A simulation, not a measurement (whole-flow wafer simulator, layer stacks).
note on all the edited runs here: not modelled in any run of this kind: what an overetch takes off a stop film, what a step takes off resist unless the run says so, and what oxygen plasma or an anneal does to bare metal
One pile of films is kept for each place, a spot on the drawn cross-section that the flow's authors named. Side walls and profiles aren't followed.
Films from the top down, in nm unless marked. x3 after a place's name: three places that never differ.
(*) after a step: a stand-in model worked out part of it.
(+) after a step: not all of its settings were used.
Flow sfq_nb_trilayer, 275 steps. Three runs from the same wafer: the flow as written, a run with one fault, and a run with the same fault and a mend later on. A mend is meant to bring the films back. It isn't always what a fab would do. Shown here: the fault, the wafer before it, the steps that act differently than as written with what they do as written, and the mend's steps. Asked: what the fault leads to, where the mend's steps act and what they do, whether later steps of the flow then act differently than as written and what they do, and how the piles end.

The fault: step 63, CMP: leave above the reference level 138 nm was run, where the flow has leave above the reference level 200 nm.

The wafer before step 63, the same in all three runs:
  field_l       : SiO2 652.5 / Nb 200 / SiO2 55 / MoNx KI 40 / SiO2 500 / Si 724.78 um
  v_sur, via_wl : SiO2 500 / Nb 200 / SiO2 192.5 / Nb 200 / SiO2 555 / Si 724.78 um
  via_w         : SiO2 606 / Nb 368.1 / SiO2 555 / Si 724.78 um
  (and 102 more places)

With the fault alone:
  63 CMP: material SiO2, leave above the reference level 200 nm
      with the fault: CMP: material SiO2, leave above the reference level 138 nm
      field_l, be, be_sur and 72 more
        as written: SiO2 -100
        with the fault: SiO2 -162
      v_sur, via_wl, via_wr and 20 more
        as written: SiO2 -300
        with the fault: SiO2 -362
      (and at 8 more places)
  Later steps of the flow that act differently than as written (6 more steps differ only slightly, by at most 2% or 0.5 nm, whichever is larger, and aren't shown):
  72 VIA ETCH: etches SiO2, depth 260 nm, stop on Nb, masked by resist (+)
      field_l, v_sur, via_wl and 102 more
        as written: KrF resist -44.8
        with the fault: KrF resist -35.6
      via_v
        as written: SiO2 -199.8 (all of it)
        with the fault: SiO2 -137.8 (all of it)
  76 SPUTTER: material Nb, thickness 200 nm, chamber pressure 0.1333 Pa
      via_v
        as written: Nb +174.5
        with the fault: Nb +187.1
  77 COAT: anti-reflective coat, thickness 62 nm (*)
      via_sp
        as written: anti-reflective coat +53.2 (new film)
        with the fault: anti-reflective coat +54.4 (new film)
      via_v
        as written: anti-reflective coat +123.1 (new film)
        with the fault: anti-reflective coat +109 (new film)
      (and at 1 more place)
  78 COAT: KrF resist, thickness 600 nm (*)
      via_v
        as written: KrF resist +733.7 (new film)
        with the fault: KrF resist +683.2 (new film)
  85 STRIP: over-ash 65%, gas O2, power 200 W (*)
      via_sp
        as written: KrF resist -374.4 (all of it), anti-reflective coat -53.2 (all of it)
        with the fault: KrF resist -378.5 (all of it), anti-reflective coat -54.4 (all of it)
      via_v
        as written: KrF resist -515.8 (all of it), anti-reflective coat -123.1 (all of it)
        with the fault: KrF resist -465.4 (all of it), anti-reflective coat -109 (all of it)
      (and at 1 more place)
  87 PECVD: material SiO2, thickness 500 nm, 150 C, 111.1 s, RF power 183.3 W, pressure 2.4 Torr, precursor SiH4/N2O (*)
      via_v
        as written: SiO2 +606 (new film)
        with the fault: SiO2 +506.9 (new film)
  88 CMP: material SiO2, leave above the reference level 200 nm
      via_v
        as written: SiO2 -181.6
        with the fault: SiO2 -157.1
  At the end the piles differ from the flow's by more than 2% or 0.5 nm, whichever is larger, at field_l, v_sur, via_wl and 102 more.
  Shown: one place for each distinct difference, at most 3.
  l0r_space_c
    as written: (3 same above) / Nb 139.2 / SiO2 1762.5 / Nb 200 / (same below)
    with the fault: (3 same above) / Nb 139.2 / SiO2 1700.5 / Nb 200 / (same below)
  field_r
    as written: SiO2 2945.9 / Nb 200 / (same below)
    with the fault: SiO2 2883.9 / Nb 200 / (same below)
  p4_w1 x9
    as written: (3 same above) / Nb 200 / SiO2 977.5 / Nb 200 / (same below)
    with the fault: (3 same above) / Nb 200 / SiO2 915.5 / Nb 200 / (same below)

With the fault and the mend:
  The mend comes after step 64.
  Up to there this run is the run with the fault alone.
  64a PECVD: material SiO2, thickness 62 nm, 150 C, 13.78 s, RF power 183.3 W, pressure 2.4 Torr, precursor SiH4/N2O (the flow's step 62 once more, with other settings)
      field_l, v_sur, via_wl and 103 more
        SiO2 +62
  No later step of the flow acts differently than as written at any place that is followed.
  At the end the piles are the same as the flow's at every place that both follow.
